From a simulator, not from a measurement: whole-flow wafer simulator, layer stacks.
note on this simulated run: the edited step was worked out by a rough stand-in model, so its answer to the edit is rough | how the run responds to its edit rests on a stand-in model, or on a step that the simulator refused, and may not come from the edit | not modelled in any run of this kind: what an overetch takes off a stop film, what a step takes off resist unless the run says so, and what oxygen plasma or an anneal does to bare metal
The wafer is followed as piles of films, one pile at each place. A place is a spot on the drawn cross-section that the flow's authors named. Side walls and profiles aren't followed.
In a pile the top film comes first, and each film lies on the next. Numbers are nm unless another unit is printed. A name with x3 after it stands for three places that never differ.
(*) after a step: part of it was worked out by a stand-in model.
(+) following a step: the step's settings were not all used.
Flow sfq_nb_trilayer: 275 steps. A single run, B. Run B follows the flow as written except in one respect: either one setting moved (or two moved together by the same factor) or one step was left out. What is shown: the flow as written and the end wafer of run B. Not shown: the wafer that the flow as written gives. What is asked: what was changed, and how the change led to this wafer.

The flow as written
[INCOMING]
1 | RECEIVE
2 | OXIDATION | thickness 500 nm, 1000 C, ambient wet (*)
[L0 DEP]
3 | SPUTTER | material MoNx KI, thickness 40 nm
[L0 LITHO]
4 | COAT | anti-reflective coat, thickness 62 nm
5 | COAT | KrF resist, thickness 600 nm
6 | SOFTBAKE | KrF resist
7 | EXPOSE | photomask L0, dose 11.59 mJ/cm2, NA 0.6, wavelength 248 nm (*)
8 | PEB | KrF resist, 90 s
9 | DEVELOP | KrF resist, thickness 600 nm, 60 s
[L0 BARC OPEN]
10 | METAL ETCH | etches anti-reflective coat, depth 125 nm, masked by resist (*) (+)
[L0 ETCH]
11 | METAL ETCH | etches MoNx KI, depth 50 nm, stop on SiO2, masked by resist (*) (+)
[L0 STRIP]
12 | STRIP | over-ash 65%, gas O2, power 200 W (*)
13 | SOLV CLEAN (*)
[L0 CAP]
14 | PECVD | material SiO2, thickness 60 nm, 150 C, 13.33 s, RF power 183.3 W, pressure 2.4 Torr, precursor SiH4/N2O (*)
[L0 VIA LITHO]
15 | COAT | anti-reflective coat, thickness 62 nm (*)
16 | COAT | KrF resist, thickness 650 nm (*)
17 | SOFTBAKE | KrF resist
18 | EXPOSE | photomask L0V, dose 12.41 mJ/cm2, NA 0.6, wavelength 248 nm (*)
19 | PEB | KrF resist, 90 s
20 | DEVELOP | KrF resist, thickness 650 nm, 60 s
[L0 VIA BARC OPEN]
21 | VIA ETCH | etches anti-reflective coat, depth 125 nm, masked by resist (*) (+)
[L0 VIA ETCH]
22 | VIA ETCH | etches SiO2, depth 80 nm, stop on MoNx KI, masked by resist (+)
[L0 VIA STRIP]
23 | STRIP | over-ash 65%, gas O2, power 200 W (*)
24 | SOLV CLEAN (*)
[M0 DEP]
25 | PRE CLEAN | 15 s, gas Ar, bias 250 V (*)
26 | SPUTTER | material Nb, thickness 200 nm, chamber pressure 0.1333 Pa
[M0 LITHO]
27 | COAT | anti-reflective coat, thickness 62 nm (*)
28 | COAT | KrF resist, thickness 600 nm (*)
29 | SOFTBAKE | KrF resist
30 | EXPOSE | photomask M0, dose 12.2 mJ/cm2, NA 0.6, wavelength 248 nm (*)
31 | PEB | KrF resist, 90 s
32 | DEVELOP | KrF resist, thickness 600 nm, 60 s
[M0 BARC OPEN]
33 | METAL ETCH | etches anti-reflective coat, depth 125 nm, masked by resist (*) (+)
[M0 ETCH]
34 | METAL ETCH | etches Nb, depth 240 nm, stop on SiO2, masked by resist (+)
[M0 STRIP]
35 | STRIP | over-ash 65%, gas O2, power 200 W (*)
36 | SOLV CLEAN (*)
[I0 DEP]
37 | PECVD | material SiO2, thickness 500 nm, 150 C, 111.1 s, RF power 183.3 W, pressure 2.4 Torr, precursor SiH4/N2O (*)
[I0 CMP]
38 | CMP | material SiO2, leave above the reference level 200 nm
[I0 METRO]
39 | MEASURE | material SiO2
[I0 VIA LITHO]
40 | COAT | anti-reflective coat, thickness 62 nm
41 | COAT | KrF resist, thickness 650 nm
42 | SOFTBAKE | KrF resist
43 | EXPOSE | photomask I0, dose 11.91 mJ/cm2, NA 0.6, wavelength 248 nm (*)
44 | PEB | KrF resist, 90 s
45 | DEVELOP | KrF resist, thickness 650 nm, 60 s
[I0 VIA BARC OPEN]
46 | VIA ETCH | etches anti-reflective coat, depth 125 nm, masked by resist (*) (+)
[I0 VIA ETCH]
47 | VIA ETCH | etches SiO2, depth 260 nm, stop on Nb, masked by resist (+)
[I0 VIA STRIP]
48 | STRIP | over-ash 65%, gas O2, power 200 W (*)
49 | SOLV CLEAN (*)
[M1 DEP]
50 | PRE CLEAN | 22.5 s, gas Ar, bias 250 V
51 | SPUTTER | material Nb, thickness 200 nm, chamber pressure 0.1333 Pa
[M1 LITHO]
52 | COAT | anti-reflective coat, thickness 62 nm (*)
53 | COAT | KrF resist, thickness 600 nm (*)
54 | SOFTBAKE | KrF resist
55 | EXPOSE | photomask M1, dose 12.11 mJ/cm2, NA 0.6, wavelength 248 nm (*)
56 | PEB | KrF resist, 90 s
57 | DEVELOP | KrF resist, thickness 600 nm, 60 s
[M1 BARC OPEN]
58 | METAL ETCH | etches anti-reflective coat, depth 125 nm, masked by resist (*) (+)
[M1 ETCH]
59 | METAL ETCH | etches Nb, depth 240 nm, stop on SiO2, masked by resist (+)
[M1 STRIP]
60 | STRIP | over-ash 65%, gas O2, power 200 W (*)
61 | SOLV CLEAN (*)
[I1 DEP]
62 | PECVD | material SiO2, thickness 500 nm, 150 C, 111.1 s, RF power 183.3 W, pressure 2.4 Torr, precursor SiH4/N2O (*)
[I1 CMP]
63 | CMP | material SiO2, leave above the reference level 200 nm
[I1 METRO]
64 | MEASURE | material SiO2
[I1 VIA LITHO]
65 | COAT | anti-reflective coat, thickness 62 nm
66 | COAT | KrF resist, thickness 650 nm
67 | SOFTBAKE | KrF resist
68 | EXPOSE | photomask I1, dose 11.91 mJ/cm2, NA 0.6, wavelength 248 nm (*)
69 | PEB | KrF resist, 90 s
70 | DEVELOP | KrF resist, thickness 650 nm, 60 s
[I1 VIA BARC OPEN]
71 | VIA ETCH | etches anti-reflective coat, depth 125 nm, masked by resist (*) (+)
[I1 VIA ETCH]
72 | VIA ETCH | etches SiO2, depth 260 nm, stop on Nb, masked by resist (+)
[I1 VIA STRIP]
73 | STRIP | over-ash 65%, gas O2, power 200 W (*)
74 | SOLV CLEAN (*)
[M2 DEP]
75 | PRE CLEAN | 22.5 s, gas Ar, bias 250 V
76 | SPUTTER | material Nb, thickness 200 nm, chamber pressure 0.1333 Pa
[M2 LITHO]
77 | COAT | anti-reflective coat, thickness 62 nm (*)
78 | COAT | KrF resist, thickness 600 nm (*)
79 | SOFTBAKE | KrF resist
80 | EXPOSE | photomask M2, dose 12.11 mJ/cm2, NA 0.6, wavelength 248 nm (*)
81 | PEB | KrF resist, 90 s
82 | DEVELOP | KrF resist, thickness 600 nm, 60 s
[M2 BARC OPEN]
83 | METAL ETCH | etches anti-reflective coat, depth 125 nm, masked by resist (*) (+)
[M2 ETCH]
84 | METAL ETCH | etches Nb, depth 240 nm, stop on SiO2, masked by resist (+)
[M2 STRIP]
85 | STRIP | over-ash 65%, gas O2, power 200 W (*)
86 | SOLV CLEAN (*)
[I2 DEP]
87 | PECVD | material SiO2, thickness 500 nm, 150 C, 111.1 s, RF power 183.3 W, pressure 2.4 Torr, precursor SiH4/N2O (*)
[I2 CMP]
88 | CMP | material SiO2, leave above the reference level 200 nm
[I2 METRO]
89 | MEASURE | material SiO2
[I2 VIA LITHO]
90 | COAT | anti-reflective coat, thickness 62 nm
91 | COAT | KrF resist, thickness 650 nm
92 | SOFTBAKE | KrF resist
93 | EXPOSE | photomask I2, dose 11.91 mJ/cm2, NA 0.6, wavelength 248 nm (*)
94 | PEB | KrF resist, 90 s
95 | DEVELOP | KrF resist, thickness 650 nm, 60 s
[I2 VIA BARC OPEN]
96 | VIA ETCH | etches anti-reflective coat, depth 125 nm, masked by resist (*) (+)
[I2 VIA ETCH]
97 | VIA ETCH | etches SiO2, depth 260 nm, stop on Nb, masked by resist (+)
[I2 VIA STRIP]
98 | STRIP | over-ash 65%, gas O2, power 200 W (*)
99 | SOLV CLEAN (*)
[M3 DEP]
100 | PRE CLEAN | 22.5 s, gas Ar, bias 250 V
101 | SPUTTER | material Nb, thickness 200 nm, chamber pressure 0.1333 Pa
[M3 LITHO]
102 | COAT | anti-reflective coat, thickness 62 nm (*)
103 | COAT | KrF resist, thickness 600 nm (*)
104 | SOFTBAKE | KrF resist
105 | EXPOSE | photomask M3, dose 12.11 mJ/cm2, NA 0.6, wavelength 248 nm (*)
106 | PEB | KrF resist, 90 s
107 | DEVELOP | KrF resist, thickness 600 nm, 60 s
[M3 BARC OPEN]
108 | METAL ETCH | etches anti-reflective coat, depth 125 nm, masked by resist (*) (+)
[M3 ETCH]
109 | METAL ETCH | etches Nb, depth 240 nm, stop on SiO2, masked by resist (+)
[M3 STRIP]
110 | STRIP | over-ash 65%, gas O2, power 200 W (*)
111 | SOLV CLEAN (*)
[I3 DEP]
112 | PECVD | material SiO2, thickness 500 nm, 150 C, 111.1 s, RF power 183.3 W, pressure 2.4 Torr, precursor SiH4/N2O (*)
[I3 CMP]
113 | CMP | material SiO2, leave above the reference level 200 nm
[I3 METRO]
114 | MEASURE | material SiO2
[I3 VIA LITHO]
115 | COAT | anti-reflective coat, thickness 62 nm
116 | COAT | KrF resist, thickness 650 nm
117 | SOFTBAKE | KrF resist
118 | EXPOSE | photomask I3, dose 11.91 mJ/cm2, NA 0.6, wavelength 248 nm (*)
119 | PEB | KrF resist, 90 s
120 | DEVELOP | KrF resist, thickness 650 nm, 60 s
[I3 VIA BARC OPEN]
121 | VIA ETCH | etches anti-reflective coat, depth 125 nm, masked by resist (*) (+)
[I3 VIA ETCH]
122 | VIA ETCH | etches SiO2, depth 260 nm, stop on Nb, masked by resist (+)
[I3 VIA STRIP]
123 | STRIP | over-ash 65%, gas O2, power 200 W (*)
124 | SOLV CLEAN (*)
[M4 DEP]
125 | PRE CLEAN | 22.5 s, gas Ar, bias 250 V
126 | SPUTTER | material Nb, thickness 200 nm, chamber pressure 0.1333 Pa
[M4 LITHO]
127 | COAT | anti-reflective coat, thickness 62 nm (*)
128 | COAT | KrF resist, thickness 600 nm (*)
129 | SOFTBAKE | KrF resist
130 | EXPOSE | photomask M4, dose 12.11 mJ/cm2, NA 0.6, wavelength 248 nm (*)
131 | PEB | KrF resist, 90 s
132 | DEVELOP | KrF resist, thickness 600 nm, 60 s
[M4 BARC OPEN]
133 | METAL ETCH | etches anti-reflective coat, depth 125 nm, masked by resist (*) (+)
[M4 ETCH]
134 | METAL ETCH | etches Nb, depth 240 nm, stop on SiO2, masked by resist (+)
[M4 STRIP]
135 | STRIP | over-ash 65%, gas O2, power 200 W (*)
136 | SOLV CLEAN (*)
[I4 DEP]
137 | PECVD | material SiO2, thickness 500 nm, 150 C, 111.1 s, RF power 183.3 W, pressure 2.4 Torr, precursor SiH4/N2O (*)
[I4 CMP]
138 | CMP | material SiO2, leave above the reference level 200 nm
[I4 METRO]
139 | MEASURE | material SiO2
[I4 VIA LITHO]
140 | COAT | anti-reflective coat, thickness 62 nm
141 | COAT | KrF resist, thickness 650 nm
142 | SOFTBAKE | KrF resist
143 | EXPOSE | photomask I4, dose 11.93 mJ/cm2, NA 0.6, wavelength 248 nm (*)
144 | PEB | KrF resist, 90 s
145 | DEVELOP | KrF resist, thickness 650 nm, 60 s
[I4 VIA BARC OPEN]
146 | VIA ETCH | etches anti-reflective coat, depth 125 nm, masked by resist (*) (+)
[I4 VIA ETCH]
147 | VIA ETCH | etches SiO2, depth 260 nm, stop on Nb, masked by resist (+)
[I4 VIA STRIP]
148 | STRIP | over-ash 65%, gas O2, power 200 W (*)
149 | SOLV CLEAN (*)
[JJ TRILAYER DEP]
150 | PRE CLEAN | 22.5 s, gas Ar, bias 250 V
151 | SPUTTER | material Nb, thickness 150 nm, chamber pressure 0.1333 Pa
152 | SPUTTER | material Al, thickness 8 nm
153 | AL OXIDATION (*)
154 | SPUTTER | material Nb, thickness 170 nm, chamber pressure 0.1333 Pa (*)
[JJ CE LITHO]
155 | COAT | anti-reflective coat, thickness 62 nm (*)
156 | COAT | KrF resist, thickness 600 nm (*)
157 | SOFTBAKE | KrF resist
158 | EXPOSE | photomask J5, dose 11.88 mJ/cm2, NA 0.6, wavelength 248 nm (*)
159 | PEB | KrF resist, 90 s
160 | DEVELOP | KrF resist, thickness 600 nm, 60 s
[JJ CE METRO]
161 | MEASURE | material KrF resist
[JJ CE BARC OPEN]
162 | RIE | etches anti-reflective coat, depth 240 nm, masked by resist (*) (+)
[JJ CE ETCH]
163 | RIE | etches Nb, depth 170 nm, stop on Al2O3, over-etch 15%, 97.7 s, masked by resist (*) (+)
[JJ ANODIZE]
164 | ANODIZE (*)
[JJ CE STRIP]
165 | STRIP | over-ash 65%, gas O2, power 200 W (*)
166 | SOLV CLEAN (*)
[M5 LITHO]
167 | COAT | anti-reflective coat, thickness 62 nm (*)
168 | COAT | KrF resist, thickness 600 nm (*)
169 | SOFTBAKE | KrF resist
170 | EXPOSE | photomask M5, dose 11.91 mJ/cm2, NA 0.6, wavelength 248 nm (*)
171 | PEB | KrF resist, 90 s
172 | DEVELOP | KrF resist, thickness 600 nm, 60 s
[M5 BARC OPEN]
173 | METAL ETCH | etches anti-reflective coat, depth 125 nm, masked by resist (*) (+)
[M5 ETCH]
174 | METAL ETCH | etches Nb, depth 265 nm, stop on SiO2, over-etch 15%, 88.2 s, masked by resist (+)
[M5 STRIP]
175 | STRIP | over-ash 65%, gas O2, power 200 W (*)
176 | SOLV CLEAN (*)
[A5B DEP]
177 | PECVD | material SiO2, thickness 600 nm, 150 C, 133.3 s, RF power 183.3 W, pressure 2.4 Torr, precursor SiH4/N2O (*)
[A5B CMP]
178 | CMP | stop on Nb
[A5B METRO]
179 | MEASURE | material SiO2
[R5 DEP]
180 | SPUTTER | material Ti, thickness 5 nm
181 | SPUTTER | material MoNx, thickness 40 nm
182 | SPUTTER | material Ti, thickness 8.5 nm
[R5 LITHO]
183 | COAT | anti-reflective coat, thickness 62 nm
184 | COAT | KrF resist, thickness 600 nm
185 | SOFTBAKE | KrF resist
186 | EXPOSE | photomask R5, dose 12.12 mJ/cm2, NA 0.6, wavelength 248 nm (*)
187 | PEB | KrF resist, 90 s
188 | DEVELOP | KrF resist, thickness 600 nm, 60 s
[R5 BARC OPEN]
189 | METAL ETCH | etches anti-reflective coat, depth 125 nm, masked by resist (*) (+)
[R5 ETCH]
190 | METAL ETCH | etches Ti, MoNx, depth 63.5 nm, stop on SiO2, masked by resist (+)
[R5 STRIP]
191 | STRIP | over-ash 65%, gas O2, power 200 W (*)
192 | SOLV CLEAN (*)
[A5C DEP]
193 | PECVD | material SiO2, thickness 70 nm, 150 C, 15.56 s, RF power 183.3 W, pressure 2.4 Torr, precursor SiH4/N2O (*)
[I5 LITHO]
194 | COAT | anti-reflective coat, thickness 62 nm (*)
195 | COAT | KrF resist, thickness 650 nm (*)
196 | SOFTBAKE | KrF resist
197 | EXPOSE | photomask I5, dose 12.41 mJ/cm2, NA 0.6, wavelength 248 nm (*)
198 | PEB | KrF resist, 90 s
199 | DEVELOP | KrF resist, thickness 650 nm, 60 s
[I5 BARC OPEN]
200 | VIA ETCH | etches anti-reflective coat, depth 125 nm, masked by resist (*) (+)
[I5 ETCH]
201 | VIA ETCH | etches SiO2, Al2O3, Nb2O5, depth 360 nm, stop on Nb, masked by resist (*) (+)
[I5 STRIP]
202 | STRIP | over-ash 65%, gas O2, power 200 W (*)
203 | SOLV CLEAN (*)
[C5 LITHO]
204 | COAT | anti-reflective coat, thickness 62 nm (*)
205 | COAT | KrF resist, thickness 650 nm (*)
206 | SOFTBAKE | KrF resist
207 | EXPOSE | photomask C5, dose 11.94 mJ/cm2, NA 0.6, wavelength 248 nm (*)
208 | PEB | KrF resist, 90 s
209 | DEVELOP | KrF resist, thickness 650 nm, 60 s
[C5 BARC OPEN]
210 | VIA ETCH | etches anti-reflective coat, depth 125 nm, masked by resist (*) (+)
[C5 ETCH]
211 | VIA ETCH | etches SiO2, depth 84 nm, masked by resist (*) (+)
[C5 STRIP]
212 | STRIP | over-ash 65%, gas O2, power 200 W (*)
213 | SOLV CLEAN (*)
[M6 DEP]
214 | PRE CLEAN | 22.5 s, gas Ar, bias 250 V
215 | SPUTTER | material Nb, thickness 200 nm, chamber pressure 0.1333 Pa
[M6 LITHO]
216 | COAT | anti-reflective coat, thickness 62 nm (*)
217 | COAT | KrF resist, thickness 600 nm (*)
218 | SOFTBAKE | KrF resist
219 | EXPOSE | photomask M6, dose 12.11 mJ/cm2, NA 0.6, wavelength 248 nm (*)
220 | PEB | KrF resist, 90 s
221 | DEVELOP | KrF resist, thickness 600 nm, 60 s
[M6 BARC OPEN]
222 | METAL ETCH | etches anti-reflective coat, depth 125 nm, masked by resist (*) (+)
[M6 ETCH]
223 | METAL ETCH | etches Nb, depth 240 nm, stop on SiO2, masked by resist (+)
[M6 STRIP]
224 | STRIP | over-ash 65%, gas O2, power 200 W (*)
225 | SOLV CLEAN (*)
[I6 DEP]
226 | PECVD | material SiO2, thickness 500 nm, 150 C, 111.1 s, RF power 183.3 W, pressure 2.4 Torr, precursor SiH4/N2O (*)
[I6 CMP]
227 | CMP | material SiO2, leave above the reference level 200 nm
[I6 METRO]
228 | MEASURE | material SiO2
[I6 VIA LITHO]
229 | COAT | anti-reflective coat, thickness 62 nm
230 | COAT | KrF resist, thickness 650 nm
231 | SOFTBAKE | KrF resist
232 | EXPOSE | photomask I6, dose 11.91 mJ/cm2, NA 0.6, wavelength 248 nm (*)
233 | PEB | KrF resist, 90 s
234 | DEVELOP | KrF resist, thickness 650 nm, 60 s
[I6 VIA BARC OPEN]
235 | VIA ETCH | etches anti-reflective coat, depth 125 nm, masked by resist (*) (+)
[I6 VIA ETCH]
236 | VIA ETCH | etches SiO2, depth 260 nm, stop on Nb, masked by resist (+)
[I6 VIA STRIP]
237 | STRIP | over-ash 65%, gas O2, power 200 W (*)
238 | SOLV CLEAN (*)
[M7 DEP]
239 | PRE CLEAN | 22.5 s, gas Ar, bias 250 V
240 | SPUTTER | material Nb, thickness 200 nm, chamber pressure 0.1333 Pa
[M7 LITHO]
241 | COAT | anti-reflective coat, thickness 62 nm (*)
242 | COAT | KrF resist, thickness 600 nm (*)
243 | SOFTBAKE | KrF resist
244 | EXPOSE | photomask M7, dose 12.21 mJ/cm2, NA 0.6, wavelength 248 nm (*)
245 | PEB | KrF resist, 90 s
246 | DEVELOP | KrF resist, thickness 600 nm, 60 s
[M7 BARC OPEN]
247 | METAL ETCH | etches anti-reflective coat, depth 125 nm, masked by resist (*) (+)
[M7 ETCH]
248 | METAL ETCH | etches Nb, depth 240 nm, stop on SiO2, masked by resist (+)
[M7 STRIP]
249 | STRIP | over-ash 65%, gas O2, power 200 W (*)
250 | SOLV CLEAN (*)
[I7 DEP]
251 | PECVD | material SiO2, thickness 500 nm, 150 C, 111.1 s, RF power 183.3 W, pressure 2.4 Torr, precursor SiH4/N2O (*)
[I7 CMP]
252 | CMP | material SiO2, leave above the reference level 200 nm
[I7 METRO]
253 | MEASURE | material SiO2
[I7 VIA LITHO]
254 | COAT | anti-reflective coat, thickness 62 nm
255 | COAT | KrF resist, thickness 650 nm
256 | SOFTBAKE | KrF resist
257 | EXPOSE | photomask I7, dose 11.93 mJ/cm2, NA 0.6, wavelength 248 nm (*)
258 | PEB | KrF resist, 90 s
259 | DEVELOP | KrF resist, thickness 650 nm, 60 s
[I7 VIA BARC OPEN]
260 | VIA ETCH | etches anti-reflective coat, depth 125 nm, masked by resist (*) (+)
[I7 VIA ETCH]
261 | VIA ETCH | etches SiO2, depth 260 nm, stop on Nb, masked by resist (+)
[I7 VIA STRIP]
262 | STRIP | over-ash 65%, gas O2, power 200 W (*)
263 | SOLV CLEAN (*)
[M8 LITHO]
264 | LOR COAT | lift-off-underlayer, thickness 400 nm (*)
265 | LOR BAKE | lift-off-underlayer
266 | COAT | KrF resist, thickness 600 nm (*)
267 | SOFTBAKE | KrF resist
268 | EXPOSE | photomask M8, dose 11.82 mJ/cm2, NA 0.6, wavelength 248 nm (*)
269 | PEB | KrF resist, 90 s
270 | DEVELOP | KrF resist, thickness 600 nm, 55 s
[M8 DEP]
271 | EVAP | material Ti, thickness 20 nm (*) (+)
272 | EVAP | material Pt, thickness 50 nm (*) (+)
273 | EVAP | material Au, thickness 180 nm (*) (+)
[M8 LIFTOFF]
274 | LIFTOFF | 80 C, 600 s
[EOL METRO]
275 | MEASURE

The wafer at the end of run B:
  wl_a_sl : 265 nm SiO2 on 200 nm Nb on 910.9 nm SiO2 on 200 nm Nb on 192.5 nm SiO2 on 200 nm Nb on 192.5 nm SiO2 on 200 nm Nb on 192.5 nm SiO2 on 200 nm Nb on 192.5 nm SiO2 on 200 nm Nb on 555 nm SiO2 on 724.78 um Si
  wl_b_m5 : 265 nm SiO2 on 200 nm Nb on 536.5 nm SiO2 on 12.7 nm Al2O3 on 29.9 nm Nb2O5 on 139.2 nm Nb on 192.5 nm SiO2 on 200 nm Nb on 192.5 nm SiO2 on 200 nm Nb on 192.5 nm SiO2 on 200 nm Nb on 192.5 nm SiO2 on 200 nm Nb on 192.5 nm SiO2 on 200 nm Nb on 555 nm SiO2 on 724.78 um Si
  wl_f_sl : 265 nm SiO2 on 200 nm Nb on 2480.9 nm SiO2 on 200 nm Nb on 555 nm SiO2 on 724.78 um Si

What caused this: step 226, PECVD: thickness 335 nm was run, though the flow has thickness 500 nm; step 226, PECVD: 74.44 s was run, where the flow has 111.1 s.

Step by step, how the change led to this:
  226 | PECVD | material SiO2, thickness 500 nm, 150 C, 111.1 s, RF power 183.3 W, pressure 2.4 Torr, precursor SiH4/N2O (*)
      field_l, p4_fl, p4_fm and 62 more: SiO2 gains 335 (in the flow as written it would be: SiO2 gains 500)
      v_sur, via_wl, via_w and 21 more: SiO2 gains 335 (new film) (in the flow as written it would be: SiO2 gains 500 (new film))
      (and at 17 other places as well)
  227 | CMP | material SiO2, leave above the reference level 200 nm
      field_l, p4_fl, p4_fm and 59 more: nothing (in the flow as written it would be: SiO2 loses 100)
      moat, field_r, lsp_l, ln_m5, lsp_m: nothing (in the flow as written it would be: SiO2 loses 93.6)
      (and at 39 other places as well)
  229 | COAT | anti-reflective coat, thickness 62 nm
      field_r, ln_m5, wl_d_sr and 6 more: anti-reflective coat gains 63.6 (new film) (in the flow as written it would be: anti-reflective coat gains 62 (new film))
      lsp_m, lsp_r, m0r_space_l, m0r_space_r, m7r_space_l, m7r_space_r: anti-reflective coat gains 71.3 (new film) (in the flow as written it would be: anti-reflective coat gains 62 (new film))
      (and at 71 other places as well)
  230 | COAT | KrF resist, thickness 650 nm
      via_wr, via_sp: KrF resist gains 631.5 (new film) (in the flow as written it would be: KrF resist gains 650 (new film))
      gap, field_r: KrF resist gains 665.2 (new film) (in the flow as written it would be: KrF resist gains 650 (new film))
      (and at 29 other places as well)
  234 | DEVELOP | KrF resist, thickness 650 nm, 60 s
      via_v: KrF resist loses 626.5 (all of it) (in the flow as written it would be: KrF resist loses 648.6 (all of it))
  235 | VIA ETCH | etches anti-reflective coat, depth 125 nm, masked by resist (*) (+)
      field_l, v_sur, via_wl and 102 more: KrF resist loses 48 (in the flow as written it would be: KrF resist loses 51.7)
      via_v: anti-reflective coat loses 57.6 (all of it), SiO2 loses 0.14 (in the flow as written it would be: anti-reflective coat loses 62 (all of it), SiO2 loses 0.16)
  237 | STRIP | over-ash 65%, gas O2, power 200 W (*)
      m0r_line_l, m0r_line_r, m7r_line_l, m7r_line_r: KrF resist loses 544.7 (all of it), anti-reflective coat loses 63.6 (all of it) (in the flow as written it would be: KrF resist loses 528.6 (all of it), anti-reflective coat loses 62 (all of it))
      m0r_space_l, m0r_space_r, m7r_space_l, m7r_space_r: KrF resist loses 539.5 (all of it), anti-reflective coat loses 71.3 (all of it) (in the flow as written it would be: KrF resist loses 528.6 (all of it), anti-reflective coat loses 62 (all of it))
      (and at 78 other places as well)
  240 | SPUTTER | material Nb, thickness 200 nm, chamber pressure 0.1333 Pa
      moat, lsp_m: Nb gains 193 (new film) (in the flow as written it would be: Nb gains 200 (new film))
      be: Nb gains 146.3 (new film) (in the flow as written it would be: Nb gains 200 (new film))
      (and at 1 other place as well)
  241 | COAT | anti-reflective coat, thickness 62 nm (*)
      wl_d_m1, wl_e_m5, m0r_line_l, m5r_line_l, m5r_line_r, m7r_line_l, m8r_gap_c: anti-reflective coat gains 63.5 (new film) (in the flow as written it would be: anti-reflective coat gains 62 (new film))
      wl_d_sr, wl_e_sl, wl_e_sr, m0r_line_r, m7r_line_r: anti-reflective coat gains 63.4 (new film) (in the flow as written it would be: anti-reflective coat gains 62 (new film))
      (and at 72 other places as well)
  242 | COAT | KrF resist, thickness 600 nm (*)
      m5r_linepad_l, m5r_linepad_r: KrF resist gains 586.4 (new film) (in the flow as written it would be: KrF resist gains 600 (new film))
      m6r_line_l, m6r_line_r: KrF resist gains 580.5 (new film) (in the flow as written it would be: KrF resist gains 600 (new film))
      (and at 32 other places as well)
  246 | DEVELOP | KrF resist, thickness 600 nm, 60 s
      m5r_linepad_l, m5r_linepad_r: KrF resist loses 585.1 (all of it) (in the flow as written it would be: KrF resist loses 598.7 (all of it))
      m6r_line_l, m6r_line_r: KrF resist loses 579.2 (all of it) (in the flow as written it would be: KrF resist loses 598.7 (all of it))
      (and at 6 other places as well)
  247 | METAL ETCH | etches anti-reflective coat, depth 125 nm, masked by resist (*) (+)
      v_sur, via_wl, via_w and 38 more: KrF resist loses 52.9 (in the flow as written it would be: KrF resist loses 51.7)
      wl_d_m1, wl_e_m5, m0r_line_l, m5r_line_l, m5r_line_r, m8r_gap_c: anti-reflective coat loses 63.5 (all of it) (in the flow as written it would be: anti-reflective coat loses 62 (all of it))
      (and at 38 other places as well)
  249 | STRIP | over-ash 65%, gas O2, power 200 W (*)
      v_sur: KrF resist loses 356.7 (all of it), anti-reflective coat loses 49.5 (all of it) (in the flow as written it would be: KrF resist loses 379.9 (all of it), anti-reflective coat loses 61.4 (all of it))
      via_wl: KrF resist loses 353.1 (all of it), anti-reflective coat loses 56.9 (all of it) (in the flow as written it would be: KrF resist loses 379.3 (all of it), anti-reflective coat loses 61.3 (all of it))
      (and at 39 other places as well)
  251 | PECVD | material SiO2, thickness 500 nm, 150 C, 111.1 s, RF power 183.3 W, pressure 2.4 Torr, precursor SiH4/N2O (*)
      be: SiO2 gains 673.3 (new film) (in the flow as written it would be: SiO2 gains 500 (new film))
  252 | CMP | material SiO2, leave above the reference level 200 nm
      field_l, p4_fl, p4_fm and 48 more: SiO2 loses 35 (in the flow as written it would be: SiO2 loses 100)
      wl_a_sl, wl_a_sr, wl_b_sl and 9 more: SiO2 loses 235 (in the flow as written it would be: SiO2 loses 300)
      (and at 17 other places as well)
